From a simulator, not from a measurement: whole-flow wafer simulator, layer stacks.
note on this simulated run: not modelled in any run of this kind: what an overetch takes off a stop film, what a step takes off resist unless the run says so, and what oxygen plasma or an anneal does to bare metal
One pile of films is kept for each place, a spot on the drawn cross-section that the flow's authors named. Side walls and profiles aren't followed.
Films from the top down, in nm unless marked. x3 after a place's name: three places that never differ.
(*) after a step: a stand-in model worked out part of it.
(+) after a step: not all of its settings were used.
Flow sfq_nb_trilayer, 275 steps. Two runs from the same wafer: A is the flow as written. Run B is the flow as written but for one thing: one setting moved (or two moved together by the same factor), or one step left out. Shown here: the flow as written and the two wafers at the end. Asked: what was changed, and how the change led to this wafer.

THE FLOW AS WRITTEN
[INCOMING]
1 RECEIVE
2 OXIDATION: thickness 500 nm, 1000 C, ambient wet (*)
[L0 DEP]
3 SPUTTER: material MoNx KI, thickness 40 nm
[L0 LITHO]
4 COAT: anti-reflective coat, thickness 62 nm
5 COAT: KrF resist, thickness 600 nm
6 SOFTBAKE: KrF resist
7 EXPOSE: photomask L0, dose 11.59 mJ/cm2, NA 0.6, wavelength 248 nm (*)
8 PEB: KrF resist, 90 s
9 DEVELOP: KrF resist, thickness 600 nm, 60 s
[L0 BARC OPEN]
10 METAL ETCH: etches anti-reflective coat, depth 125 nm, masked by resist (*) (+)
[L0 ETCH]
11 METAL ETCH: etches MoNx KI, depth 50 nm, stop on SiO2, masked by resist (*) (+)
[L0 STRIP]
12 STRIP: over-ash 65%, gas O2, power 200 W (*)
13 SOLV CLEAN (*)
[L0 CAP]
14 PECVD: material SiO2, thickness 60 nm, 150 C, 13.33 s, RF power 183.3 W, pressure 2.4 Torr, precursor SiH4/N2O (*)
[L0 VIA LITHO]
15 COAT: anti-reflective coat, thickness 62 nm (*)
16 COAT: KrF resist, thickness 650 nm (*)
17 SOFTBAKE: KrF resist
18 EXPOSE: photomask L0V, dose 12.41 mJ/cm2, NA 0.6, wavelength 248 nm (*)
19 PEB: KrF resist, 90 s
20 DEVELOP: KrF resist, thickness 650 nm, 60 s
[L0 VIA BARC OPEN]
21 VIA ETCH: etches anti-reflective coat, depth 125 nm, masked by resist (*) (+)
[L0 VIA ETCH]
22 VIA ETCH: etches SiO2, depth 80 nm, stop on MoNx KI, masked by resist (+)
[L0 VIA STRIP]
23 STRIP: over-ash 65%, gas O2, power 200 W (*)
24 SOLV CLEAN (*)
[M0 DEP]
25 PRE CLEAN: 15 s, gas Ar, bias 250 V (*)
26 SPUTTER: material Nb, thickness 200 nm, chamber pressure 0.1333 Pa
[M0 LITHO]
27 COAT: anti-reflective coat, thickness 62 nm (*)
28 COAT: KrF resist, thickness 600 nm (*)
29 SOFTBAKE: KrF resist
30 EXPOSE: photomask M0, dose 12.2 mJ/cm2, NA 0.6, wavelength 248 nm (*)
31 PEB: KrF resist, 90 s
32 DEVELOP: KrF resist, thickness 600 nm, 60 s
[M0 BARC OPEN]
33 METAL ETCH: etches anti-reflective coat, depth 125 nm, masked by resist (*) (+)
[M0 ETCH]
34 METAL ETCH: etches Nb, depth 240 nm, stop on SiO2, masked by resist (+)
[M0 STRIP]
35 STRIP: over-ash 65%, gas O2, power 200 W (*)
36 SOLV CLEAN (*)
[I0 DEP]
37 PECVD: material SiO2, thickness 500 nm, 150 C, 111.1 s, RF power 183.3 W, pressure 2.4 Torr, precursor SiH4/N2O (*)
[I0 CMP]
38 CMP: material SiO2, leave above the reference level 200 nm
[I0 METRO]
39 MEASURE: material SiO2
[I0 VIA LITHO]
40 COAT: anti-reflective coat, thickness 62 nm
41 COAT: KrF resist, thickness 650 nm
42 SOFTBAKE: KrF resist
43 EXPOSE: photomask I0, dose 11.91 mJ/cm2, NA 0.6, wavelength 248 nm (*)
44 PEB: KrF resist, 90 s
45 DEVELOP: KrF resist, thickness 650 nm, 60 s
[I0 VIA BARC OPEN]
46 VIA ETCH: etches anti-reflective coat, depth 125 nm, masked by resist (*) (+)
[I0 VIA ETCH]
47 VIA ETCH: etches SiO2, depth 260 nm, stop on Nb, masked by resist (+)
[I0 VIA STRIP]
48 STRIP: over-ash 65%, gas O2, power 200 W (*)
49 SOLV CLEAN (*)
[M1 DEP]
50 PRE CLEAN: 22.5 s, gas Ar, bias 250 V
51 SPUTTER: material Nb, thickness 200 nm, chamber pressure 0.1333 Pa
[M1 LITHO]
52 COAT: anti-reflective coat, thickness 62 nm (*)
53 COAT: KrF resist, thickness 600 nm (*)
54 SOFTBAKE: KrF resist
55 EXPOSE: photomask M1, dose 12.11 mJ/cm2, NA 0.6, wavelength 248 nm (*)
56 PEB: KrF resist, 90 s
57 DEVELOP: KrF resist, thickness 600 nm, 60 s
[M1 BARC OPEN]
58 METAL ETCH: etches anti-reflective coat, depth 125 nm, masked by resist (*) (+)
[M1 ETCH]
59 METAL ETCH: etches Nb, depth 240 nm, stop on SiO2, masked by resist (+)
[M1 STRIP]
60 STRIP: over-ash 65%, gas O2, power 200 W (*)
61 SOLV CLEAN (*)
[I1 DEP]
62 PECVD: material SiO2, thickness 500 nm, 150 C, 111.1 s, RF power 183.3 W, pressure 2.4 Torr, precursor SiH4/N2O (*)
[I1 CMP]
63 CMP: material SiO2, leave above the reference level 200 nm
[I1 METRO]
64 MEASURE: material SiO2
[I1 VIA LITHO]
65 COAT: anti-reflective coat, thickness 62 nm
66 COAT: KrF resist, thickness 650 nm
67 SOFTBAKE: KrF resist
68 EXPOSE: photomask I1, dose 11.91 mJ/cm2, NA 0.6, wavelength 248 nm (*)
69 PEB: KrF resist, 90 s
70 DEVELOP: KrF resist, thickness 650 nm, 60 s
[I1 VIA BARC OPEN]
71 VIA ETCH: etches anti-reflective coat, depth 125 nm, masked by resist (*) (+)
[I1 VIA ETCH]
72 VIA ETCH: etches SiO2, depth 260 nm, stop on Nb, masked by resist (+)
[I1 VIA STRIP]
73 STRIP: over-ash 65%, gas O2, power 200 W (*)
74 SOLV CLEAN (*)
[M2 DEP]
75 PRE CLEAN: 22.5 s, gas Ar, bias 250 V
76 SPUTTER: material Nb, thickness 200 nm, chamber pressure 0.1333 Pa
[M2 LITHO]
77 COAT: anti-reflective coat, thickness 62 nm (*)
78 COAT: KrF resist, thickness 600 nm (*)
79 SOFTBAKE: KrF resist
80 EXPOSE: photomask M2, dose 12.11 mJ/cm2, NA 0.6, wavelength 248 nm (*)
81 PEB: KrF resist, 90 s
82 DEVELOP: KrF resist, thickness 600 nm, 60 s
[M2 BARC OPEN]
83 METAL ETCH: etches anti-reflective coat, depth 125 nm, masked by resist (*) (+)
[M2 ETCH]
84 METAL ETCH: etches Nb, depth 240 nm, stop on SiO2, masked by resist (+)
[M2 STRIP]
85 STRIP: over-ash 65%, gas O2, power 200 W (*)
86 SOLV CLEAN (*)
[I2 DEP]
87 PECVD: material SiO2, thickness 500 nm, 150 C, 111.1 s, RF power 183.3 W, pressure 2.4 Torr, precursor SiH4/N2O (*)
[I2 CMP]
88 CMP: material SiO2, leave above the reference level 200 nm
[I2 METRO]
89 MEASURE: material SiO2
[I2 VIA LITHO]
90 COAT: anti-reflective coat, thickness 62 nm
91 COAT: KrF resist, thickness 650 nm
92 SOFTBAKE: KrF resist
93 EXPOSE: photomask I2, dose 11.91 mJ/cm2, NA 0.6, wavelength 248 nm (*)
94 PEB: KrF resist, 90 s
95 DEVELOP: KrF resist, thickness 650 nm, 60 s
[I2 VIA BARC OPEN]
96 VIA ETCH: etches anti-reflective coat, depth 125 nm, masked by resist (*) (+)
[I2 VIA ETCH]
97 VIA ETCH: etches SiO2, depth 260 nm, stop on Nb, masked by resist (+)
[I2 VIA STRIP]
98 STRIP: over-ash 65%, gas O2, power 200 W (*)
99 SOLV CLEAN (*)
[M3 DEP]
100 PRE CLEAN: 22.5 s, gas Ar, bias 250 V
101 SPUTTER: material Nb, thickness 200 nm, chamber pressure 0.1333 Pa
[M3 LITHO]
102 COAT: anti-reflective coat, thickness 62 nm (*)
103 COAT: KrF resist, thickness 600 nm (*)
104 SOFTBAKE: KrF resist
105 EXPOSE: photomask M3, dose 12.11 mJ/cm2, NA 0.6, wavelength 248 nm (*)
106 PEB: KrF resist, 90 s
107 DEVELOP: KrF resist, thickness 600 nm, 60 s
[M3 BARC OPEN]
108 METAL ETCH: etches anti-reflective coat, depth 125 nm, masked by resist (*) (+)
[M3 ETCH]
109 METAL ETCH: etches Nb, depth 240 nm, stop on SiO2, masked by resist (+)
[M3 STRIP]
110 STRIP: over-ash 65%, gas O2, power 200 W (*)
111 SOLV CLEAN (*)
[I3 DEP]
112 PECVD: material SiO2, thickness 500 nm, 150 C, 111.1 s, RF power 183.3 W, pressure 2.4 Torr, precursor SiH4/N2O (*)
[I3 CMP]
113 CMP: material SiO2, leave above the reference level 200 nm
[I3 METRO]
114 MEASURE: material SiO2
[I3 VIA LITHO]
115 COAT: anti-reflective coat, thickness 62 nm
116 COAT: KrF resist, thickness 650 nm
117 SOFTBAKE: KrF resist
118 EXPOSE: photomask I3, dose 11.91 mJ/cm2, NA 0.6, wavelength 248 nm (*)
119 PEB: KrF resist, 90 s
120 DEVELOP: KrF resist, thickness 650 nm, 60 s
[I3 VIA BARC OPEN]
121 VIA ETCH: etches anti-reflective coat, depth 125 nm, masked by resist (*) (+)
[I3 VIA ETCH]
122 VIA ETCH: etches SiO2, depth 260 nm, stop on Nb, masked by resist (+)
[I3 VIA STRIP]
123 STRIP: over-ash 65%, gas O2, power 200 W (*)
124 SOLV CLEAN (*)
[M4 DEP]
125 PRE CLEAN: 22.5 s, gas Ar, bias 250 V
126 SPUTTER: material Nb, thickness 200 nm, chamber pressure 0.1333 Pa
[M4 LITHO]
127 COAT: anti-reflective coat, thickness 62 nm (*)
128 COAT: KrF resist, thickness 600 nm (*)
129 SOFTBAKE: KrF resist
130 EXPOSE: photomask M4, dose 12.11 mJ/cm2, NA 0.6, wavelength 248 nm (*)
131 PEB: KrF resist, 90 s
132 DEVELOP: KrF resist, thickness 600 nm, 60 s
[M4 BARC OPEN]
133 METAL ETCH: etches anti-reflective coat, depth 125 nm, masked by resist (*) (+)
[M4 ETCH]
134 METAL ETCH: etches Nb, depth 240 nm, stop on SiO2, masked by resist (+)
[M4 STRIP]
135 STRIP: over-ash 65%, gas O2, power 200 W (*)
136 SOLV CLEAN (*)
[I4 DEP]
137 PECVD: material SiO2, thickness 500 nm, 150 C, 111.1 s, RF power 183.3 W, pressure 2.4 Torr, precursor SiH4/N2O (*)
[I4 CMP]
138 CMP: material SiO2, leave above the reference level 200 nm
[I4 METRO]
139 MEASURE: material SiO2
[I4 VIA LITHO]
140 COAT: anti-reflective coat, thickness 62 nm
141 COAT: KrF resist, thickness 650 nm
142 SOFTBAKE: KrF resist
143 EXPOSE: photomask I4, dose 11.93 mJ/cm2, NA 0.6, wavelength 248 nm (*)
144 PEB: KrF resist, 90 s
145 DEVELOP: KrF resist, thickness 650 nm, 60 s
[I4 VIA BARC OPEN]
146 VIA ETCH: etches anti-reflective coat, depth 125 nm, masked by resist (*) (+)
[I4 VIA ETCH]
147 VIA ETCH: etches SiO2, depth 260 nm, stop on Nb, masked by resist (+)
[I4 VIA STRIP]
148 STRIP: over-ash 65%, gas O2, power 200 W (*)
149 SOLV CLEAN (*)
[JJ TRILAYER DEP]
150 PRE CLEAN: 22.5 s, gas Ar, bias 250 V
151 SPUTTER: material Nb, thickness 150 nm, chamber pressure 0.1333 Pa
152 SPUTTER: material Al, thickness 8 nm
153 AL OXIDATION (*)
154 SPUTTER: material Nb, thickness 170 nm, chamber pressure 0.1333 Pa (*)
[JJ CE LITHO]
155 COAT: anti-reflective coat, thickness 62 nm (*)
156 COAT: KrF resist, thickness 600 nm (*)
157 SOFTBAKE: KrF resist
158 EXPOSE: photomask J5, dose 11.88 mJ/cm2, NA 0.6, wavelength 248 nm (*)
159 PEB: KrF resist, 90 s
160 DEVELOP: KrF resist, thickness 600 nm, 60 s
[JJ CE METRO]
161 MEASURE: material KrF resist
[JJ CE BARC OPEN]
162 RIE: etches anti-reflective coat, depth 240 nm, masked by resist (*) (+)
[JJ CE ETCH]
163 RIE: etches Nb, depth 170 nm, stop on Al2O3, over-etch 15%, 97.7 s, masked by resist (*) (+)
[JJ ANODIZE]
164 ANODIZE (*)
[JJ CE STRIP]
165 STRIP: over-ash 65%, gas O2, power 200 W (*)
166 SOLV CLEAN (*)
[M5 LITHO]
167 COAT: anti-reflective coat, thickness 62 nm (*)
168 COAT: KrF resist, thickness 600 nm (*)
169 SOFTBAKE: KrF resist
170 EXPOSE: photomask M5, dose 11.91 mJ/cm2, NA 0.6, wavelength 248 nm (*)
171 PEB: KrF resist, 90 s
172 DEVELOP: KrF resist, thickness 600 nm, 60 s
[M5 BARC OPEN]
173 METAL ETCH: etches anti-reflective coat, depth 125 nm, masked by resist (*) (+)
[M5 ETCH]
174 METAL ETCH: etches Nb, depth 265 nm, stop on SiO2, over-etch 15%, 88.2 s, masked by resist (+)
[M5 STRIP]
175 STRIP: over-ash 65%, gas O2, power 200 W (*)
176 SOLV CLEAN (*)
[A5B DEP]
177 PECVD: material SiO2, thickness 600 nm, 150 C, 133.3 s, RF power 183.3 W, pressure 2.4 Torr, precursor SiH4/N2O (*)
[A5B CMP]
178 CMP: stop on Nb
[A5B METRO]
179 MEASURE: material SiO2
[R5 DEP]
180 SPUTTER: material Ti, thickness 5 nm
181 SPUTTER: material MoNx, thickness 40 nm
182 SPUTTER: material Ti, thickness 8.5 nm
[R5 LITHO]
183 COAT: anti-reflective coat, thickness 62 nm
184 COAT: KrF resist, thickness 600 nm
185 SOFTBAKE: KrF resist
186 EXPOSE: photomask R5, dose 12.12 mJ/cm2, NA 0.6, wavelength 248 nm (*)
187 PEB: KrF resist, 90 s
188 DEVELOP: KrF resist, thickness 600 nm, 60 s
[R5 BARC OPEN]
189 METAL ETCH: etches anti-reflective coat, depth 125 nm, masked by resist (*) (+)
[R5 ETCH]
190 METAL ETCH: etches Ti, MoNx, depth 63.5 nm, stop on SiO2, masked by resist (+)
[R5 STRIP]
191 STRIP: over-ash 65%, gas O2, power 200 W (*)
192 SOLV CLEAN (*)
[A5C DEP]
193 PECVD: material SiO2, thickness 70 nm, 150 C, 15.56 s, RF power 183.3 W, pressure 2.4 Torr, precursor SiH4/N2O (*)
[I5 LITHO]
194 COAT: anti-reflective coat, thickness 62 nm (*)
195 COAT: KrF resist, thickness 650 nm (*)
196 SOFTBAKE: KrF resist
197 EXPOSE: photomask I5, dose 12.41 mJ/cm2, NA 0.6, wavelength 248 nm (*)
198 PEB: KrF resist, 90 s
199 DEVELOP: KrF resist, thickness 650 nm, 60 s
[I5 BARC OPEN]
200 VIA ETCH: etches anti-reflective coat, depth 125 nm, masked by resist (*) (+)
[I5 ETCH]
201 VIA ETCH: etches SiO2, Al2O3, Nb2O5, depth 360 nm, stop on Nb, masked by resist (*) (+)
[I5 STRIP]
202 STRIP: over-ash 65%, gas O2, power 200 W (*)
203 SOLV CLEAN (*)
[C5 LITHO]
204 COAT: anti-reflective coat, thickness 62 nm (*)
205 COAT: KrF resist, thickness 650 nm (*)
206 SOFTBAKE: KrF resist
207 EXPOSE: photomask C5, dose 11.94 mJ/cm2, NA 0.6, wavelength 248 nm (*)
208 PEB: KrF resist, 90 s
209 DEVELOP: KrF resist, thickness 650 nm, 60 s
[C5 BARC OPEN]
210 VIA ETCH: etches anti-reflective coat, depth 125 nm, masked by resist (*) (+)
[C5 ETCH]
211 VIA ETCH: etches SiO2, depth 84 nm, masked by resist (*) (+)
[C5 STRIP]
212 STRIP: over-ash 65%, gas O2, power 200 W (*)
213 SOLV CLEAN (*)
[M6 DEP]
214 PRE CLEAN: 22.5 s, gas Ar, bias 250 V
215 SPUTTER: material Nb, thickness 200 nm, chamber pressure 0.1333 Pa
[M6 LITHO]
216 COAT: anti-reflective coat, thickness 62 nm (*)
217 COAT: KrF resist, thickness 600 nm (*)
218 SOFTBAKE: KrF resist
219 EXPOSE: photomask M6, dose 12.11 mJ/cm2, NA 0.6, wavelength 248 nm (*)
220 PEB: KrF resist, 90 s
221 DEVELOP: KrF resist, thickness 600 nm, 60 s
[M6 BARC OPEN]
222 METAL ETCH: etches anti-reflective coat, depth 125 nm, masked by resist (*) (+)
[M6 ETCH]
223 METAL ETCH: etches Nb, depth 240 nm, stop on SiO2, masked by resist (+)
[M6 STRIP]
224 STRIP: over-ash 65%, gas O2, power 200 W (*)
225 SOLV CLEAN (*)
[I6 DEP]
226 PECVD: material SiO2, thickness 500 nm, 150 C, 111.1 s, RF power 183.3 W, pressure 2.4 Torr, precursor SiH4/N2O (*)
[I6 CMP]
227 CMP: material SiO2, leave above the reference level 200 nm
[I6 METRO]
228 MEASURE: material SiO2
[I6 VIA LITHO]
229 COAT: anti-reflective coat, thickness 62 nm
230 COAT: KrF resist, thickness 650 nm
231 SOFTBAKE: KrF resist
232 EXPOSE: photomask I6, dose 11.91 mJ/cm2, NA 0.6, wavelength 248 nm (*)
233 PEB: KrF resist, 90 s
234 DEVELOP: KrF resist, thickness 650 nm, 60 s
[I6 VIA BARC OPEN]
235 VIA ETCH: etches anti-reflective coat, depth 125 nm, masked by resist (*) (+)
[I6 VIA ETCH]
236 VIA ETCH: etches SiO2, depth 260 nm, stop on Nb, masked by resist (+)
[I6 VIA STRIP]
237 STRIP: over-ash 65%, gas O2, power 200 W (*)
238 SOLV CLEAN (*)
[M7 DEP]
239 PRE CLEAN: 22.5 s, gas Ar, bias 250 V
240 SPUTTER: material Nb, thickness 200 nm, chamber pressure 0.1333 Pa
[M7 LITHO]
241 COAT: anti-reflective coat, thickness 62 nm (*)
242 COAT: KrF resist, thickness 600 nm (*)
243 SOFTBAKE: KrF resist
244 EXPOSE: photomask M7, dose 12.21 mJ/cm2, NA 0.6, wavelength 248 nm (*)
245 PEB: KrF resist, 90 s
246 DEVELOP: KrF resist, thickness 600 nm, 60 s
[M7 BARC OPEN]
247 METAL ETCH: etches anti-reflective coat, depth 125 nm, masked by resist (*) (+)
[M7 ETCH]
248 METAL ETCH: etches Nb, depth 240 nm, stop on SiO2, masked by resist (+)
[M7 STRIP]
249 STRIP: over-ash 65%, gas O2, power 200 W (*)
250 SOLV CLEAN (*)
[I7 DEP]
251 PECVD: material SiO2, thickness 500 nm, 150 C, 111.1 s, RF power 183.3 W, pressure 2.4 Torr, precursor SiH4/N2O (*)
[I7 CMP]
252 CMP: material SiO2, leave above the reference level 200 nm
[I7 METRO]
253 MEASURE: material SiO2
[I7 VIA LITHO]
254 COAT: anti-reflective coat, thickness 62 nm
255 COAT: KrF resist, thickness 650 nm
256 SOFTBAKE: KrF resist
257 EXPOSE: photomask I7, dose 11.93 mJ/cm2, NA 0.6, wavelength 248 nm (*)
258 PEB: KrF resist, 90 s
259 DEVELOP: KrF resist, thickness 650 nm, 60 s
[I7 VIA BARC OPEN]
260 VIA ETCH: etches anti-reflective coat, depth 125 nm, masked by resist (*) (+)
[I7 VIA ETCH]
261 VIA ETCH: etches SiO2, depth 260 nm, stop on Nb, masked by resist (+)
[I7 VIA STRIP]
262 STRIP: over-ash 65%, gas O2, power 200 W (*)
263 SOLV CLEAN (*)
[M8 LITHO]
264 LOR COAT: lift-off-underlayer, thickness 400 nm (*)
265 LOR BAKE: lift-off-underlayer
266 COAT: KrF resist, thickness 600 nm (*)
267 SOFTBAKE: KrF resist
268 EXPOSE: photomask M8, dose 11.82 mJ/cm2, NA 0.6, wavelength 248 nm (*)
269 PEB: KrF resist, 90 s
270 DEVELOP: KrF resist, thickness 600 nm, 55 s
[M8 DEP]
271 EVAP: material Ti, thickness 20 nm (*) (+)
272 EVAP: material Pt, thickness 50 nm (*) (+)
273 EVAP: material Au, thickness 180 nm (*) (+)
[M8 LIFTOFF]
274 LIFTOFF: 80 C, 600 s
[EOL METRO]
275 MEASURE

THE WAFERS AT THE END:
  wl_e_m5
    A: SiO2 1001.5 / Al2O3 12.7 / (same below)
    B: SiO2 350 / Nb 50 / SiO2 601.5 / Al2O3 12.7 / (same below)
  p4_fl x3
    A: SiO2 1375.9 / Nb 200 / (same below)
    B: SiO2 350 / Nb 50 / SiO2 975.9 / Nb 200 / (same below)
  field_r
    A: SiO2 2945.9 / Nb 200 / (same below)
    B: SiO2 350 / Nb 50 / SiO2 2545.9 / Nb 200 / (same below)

The cause: step 248, METAL ETCH: depth 150 nm was run, where the flow has depth 240 nm.

How the change led to this, step by step:
  248 METAL ETCH: etches Nb, depth 240 nm, stop on SiO2, masked by resist (+)
      field_l, field_r, lsp_l and 62 more: A Nb -200 (all of it) | B Nb -150
      v_sur, via_wl, via_w and 38 more: A KrF resist -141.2 | B KrF resist -88.2
  249 STRIP: over-ash 65%, gas O2, power 200 W (*)
      wl_j_sl, wl_jj, wl_j_sr and 14 more: A KrF resist -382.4 (all of it), anti-reflective coat -62 (all of it) | B KrF resist -435.3 (all of it), anti-reflective coat -62 (all of it)
      lsp_m, ln_m6, lsp_r: A KrF resist -381.9 (all of it), anti-reflective coat -61.8 (all of it) | B KrF resist -434.9 (all of it), anti-reflective coat -61.8 (all of it)
      (and at 21 more places)
  251 PECVD: material SiO2, thickness 500 nm, 150 C, 111.1 s, RF power 183.3 W, pressure 2.4 Torr, precursor SiH4/N2O (*)
      field_l, p4_fl x3, p4_w1 x9 and 46 more: A SiO2 +500 | B SiO2 +500 (new film)
      field_r, lsp_l: A SiO2 +477.7 | B SiO2 +483.2 (new film)
      (and at 4 more places)
  252 CMP: material SiO2, leave above the reference level 200 nm
      field_l, p4_fl x3, p4_w1 x9 and 46 more: A SiO2 -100 | B SiO2 -150
      field_r, lsp_l: A SiO2 -77.7 | B SiO2 -133.2
      (and at 2 more places)
Counting metal films that touch as one body, wl_e_m5 has 7 bodies (between them, from the top down: SiO2 601.5 / Al2O3 12.7 / Nb2O5 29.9; SiO2 192.5; SiO2 192.5; SiO2 192.5; SiO2 192.5; SiO2 192.5); the flow as written gives 6 bodies (between them, from the top down: SiO2 192.5; SiO2 192.5; SiO2 192.5; SiO2 192.5; SiO2 192.5).
Counting metal films that touch as one body, p4_fl x3 has 3 bodies (between them, from the top down: SiO2 975.9; SiO2 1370); the flow as written gives 2 bodies (between them, from the top down: SiO2 1370).
Counting metal films that touch as one body, field_r has 2 bodies (between them, from the top down: SiO2 2545.9); the flow as written gives 1 body.
